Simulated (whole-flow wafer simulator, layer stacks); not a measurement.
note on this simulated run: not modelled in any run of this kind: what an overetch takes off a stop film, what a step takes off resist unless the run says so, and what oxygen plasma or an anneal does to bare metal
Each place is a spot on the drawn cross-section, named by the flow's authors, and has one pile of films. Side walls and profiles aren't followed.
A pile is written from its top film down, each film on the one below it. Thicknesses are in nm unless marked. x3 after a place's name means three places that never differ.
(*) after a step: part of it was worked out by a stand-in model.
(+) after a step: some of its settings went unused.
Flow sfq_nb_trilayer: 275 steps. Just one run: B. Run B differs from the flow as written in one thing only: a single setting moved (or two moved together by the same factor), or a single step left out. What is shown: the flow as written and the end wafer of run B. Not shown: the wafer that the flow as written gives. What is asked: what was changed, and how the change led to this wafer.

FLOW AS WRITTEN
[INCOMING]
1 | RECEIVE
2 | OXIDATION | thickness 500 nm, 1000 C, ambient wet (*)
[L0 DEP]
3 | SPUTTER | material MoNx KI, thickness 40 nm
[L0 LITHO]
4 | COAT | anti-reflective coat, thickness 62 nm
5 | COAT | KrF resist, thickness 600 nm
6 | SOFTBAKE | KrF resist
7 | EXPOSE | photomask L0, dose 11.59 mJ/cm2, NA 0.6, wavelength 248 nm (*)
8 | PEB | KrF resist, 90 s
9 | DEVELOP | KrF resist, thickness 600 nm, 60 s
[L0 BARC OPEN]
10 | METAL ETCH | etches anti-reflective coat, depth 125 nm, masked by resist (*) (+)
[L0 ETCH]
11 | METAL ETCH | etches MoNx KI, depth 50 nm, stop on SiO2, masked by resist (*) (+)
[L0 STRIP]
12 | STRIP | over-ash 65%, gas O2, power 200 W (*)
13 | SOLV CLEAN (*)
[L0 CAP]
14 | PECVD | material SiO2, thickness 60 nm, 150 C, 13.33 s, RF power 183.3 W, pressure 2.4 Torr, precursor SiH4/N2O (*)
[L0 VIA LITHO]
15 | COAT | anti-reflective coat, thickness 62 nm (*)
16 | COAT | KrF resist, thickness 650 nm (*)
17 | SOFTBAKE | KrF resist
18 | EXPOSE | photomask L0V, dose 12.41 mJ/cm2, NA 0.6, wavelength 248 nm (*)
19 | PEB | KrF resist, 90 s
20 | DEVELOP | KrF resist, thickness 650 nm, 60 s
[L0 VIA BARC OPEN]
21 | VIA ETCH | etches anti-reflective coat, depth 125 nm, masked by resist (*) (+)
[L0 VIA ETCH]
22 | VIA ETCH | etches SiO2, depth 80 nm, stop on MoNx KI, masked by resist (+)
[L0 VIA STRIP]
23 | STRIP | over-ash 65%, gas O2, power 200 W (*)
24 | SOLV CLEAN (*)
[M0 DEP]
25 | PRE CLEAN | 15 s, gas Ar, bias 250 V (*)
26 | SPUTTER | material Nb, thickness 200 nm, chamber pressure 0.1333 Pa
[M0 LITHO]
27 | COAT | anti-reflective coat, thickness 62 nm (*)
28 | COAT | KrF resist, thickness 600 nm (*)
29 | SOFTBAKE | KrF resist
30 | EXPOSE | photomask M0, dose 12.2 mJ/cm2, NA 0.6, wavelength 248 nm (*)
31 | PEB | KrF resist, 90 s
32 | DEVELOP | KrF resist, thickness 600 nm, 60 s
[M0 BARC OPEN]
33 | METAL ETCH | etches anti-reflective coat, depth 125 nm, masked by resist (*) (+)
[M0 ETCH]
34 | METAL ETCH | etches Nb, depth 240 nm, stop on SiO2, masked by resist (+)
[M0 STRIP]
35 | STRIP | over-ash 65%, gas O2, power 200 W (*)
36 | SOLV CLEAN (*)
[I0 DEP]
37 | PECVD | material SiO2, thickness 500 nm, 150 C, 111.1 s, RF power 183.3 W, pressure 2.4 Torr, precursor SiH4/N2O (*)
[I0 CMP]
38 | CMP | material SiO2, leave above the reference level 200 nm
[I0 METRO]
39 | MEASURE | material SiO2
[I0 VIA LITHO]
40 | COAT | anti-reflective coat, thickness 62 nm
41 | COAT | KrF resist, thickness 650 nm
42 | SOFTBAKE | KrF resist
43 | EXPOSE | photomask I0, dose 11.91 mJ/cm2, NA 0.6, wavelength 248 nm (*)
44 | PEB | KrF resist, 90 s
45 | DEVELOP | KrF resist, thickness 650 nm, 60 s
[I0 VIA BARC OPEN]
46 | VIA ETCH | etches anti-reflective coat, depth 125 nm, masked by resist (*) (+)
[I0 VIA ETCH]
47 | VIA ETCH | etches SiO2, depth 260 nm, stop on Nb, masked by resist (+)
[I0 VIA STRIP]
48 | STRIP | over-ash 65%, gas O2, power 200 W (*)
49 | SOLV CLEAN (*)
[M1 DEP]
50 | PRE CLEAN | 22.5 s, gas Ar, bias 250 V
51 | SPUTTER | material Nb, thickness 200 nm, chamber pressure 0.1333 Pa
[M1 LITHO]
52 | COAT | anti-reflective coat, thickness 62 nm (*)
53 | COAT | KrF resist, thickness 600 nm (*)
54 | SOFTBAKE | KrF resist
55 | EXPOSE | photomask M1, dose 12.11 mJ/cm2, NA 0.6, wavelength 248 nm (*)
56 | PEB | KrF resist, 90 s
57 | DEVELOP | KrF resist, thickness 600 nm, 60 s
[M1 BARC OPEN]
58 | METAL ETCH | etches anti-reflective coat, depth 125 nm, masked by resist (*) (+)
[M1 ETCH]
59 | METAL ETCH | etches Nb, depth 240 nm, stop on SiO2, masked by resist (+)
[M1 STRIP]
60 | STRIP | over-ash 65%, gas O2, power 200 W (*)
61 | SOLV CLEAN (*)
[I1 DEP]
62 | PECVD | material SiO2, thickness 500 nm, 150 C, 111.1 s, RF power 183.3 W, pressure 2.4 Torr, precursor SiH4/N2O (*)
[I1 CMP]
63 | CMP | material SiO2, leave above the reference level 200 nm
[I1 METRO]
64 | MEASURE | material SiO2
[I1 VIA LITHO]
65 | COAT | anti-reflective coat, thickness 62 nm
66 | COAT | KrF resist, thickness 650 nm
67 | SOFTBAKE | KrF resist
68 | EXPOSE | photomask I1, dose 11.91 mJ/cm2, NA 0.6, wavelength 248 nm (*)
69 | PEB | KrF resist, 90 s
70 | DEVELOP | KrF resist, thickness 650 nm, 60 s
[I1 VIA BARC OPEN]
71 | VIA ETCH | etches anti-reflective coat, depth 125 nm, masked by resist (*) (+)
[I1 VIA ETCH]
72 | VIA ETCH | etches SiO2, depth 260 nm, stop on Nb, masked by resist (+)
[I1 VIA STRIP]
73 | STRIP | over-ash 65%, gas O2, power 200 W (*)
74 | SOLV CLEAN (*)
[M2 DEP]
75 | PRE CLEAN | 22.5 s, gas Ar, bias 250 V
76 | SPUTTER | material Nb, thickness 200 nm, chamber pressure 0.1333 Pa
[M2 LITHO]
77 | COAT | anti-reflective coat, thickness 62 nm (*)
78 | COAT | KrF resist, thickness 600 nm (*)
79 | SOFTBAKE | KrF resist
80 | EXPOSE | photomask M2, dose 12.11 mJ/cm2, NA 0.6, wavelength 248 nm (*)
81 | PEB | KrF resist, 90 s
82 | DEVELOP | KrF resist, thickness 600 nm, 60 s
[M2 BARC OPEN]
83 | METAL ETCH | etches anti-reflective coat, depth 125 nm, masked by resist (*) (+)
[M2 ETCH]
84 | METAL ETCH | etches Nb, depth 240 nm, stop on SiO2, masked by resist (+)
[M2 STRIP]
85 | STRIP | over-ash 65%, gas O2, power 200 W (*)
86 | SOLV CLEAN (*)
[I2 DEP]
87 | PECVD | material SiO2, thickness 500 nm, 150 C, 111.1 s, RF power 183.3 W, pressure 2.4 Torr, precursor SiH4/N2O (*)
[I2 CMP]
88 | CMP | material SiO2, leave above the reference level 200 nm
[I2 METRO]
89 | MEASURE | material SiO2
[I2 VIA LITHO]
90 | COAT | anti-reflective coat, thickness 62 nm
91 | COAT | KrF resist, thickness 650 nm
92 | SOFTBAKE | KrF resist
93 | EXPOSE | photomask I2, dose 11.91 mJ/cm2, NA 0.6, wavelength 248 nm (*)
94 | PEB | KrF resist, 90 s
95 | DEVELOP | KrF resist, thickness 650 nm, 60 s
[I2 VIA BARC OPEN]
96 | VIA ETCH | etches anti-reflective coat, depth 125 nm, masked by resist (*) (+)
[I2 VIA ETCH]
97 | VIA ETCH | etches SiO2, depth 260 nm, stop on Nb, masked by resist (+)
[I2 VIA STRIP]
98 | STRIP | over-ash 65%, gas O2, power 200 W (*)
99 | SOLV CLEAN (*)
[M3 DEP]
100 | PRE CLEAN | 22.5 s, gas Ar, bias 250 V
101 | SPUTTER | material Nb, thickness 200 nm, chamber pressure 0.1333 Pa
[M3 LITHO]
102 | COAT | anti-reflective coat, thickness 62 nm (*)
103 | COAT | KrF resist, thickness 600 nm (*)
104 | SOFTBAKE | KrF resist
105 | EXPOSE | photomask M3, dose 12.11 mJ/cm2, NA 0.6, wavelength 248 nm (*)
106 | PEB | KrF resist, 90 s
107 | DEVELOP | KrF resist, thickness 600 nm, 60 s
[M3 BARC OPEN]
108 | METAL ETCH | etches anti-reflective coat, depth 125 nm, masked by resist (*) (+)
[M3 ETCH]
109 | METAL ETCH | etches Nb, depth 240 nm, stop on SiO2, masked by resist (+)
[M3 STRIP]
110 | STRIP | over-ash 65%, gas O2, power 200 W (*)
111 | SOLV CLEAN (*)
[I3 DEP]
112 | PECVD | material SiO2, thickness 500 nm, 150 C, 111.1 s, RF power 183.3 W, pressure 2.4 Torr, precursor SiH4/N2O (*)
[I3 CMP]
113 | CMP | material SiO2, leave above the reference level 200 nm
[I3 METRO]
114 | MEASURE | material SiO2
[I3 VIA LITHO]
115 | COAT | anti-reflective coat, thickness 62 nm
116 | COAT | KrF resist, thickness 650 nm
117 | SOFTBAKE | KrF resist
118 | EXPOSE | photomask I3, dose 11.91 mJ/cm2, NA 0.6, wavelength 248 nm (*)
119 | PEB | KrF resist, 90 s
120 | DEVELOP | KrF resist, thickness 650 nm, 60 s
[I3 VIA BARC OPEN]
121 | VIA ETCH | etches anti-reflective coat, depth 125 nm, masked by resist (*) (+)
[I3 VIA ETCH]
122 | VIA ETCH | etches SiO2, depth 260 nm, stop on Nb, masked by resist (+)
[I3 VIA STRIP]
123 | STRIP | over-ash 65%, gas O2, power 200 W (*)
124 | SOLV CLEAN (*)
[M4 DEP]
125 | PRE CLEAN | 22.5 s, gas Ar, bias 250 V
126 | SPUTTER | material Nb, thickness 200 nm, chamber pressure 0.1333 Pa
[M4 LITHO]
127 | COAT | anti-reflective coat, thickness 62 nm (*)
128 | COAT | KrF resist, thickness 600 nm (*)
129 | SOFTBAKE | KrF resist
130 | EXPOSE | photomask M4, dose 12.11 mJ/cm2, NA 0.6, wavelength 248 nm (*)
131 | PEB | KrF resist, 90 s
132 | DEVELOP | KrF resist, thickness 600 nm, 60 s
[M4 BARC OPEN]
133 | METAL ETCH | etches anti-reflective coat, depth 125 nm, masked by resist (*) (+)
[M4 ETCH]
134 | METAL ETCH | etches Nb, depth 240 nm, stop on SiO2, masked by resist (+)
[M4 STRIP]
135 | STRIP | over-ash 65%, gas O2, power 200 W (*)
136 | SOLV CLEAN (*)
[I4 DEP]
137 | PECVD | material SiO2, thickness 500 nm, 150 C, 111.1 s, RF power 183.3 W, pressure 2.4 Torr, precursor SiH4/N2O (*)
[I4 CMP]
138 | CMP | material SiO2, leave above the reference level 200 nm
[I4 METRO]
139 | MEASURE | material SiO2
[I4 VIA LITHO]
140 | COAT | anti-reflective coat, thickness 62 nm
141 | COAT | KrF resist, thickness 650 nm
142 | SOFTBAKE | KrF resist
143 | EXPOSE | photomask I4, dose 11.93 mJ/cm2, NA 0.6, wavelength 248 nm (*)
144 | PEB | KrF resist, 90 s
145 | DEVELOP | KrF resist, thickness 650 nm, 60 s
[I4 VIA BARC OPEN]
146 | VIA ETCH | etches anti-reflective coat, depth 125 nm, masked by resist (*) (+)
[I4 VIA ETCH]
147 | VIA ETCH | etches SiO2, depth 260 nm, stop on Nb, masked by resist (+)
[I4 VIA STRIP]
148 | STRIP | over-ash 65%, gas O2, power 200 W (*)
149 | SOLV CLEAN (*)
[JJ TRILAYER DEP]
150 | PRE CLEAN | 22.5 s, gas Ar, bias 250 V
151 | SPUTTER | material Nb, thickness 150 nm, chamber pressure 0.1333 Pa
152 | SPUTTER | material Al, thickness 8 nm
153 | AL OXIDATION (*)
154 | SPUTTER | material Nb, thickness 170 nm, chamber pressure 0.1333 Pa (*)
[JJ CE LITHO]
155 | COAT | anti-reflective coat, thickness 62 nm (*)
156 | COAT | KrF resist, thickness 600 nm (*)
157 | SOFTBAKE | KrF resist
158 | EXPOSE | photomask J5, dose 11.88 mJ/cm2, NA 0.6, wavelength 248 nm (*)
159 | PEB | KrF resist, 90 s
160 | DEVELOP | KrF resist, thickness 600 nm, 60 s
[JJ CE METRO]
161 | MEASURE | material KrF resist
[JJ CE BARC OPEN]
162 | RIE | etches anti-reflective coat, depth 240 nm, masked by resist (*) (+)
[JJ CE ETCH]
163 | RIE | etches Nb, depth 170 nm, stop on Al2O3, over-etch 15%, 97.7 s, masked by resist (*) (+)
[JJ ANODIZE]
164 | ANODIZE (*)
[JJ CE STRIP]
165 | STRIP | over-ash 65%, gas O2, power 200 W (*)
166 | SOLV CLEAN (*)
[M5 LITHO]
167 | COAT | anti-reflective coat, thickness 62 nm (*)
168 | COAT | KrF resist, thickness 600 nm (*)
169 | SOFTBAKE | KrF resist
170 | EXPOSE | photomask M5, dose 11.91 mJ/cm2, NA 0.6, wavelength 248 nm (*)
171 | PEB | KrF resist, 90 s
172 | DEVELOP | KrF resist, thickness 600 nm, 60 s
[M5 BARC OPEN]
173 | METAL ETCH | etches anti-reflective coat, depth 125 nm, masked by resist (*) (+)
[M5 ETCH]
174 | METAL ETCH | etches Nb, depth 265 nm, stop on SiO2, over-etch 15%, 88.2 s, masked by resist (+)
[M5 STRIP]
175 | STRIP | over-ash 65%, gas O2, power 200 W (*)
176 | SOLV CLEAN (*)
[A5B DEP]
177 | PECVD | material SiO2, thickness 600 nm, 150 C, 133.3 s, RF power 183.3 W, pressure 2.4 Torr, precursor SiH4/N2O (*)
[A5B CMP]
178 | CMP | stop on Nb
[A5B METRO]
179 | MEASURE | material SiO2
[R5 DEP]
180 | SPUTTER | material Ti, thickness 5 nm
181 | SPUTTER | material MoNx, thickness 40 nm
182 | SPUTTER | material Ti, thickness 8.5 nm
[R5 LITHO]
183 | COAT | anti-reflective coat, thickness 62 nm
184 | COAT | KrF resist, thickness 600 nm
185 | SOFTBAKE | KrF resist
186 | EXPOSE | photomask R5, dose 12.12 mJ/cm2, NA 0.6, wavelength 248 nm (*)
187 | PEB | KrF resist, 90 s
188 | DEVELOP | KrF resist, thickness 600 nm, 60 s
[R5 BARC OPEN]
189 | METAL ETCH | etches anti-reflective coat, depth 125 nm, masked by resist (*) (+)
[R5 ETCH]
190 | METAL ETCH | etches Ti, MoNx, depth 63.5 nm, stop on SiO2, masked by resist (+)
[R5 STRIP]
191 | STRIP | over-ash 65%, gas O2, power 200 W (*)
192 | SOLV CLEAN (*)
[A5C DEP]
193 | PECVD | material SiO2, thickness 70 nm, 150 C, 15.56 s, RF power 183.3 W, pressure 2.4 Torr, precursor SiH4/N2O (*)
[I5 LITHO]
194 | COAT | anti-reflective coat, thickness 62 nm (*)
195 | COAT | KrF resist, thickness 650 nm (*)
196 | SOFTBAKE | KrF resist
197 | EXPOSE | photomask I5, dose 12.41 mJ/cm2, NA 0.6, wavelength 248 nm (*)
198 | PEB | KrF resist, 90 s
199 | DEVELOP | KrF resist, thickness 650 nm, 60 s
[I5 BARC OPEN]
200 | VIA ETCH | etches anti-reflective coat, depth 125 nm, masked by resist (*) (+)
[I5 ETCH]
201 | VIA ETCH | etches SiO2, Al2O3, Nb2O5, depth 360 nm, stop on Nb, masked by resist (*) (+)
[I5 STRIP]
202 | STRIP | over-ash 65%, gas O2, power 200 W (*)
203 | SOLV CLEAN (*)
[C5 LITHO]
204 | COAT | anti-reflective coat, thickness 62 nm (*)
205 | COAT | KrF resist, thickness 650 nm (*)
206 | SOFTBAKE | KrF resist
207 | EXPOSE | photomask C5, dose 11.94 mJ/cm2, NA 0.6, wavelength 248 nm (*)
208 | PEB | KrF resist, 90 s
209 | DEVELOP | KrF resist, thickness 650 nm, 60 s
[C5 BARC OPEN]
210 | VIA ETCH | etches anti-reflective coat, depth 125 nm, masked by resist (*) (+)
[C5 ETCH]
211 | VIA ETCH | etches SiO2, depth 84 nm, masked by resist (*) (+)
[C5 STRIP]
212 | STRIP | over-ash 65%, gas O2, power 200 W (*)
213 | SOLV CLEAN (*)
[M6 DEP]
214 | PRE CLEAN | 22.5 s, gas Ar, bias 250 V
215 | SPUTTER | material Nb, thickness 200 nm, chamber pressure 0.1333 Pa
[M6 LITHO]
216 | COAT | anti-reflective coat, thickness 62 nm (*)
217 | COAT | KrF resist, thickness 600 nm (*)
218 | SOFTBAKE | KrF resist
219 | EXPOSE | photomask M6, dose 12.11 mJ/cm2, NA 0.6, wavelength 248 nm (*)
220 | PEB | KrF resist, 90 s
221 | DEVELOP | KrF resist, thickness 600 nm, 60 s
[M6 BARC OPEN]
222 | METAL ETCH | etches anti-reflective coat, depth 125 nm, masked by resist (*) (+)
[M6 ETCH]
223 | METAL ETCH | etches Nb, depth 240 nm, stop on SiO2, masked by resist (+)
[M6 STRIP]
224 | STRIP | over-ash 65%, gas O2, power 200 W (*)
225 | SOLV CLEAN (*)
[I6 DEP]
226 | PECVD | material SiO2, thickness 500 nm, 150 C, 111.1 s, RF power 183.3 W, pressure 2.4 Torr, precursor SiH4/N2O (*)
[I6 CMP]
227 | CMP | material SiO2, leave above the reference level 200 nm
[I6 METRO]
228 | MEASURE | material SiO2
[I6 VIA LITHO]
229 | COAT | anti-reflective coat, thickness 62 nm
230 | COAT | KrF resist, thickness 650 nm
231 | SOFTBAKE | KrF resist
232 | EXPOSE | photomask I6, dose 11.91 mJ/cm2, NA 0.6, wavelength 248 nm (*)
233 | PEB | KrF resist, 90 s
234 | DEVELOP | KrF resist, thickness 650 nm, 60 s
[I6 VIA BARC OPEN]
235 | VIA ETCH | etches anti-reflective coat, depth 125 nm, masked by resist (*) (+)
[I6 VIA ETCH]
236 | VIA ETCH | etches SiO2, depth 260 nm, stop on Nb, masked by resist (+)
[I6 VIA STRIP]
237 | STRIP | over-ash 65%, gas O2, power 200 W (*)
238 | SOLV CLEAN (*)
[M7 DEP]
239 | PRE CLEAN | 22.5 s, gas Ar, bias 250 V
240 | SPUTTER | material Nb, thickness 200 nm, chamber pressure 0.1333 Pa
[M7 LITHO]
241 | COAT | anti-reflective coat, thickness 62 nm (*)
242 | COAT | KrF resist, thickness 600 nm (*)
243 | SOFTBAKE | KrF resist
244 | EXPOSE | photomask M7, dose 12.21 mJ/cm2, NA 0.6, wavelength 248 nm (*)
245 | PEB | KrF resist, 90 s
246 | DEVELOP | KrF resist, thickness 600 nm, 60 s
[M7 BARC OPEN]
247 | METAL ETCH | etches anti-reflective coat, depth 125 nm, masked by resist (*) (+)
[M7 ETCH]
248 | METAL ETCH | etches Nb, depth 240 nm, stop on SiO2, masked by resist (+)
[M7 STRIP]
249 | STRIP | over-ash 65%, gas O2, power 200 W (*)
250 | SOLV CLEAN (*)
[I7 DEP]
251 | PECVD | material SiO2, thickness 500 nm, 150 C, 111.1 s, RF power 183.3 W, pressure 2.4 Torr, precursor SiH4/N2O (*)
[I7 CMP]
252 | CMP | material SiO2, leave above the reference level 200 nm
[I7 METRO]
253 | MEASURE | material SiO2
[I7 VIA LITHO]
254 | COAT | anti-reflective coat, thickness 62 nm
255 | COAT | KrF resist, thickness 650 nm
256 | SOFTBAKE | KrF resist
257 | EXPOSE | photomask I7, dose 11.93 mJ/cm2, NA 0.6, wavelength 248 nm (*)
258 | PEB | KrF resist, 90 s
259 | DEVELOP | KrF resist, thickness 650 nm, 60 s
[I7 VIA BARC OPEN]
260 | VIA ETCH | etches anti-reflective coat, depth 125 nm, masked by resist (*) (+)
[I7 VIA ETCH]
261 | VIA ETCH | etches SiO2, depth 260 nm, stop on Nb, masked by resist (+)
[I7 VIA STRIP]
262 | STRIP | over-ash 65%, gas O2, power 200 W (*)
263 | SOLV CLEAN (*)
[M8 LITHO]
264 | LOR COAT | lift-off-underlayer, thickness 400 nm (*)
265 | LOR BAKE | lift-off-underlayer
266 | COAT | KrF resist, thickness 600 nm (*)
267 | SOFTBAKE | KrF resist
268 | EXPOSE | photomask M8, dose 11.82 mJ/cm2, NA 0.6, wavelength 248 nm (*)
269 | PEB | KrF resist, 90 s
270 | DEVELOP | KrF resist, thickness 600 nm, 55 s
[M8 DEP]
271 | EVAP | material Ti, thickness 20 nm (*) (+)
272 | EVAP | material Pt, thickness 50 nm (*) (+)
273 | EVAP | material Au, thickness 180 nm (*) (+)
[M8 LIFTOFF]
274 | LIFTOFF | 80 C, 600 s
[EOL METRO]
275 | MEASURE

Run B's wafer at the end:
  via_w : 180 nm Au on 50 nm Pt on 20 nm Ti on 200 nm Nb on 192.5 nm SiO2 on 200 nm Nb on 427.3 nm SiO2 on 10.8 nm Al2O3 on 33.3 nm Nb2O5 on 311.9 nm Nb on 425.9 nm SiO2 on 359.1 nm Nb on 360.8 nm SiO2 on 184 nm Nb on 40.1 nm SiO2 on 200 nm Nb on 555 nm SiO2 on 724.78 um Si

What caused this: step 47, VIA ETCH: depth 152.2 nm was run, though the flow has depth 260 nm.

Step by step, how the change led to this:
  47 | VIA ETCH | etches SiO2, depth 260 nm, stop on Nb, masked by resist (+)
      via_w: SiO2 loses 152.2 (in the flow as written it would be: SiO2 loses 199.8 (all of it))
      field_l, v_sur, via_wl and 102 more: KrF resist loses 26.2 (in the flow as written it would be: KrF resist loses 44.8)
  48 | STRIP | over-ash 65%, gas O2, power 200 W (*)
      field_l, v_sur, via_wl and 102 more: KrF resist loses 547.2 (all of it), anti-reflective coat loses 62 (all of it) (in the flow as written it would be: KrF resist loses 528.6 (all of it), anti-reflective coat loses 62 (all of it))
  50 | PRE CLEAN | 22.5 s, gas Ar, bias 250 V
      via_w: SiO2 loses 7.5 (in the flow as written it would be: Nb loses 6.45)
  51 | SPUTTER | material Nb, thickness 200 nm, chamber pressure 0.1333 Pa
      via_w: Nb gains 184 (new film) (in the flow as written it would be: Nb gains 174.5)
  52 | COAT | anti-reflective coat, thickness 62 nm (*)
      via_wl: anti-reflective coat gains 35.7 (new film) (in the flow as written it would be: anti-reflective coat gains 33.8 (new film))
      via_w: anti-reflective coat gains 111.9 (new film) (in the flow as written it would be: anti-reflective coat gains 123.1 (new film))
  53 | COAT | KrF resist, thickness 600 nm (*)
      via_w: KrF resist gains 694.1 (new film) (in the flow as written it would be: KrF resist gains 731.8 (new film))
  60 | STRIP | over-ash 65%, gas O2, power 200 W (*)
      via_wl: KrF resist loses 389.2 (all of it), anti-reflective coat loses 35.7 (all of it) (in the flow as written it would be: KrF resist loses 385.5 (all of it), anti-reflective coat loses 33.8 (all of it))
      via_w: KrF resist loses 476.2 (all of it), anti-reflective coat loses 111.9 (all of it) (in the flow as written it would be: KrF resist loses 513.8 (all of it), anti-reflective coat loses 123.1 (all of it))
  62 | PECVD | material SiO2, thickness 500 nm, 150 C, 111.1 s, RF power 183.3 W, pressure 2.4 Torr, precursor SiH4/N2O (*)
      via_w: SiO2 gains 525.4 (new film) (in the flow as written it would be: SiO2 gains 606 (new film))
  63 | CMP | material SiO2, leave above the reference level 200 nm
      via_w: SiO2 loses 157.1 (in the flow as written it would be: SiO2 loses 181.6)
With metal films that touch counted as one body, via_w has 6 bodies (between them, from the top down: SiO2 192.5; SiO2 427.3 / Al2O3 10.8 / Nb2O5 33.3; SiO2 425.9; SiO2 360.8; SiO2 40.1); the flow as written gives 5 bodies (between them, from the top down: SiO2 192.5; SiO2 427.3 / Al2O3 10.8 / Nb2O5 33.3; SiO2 425.9; SiO2 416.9).
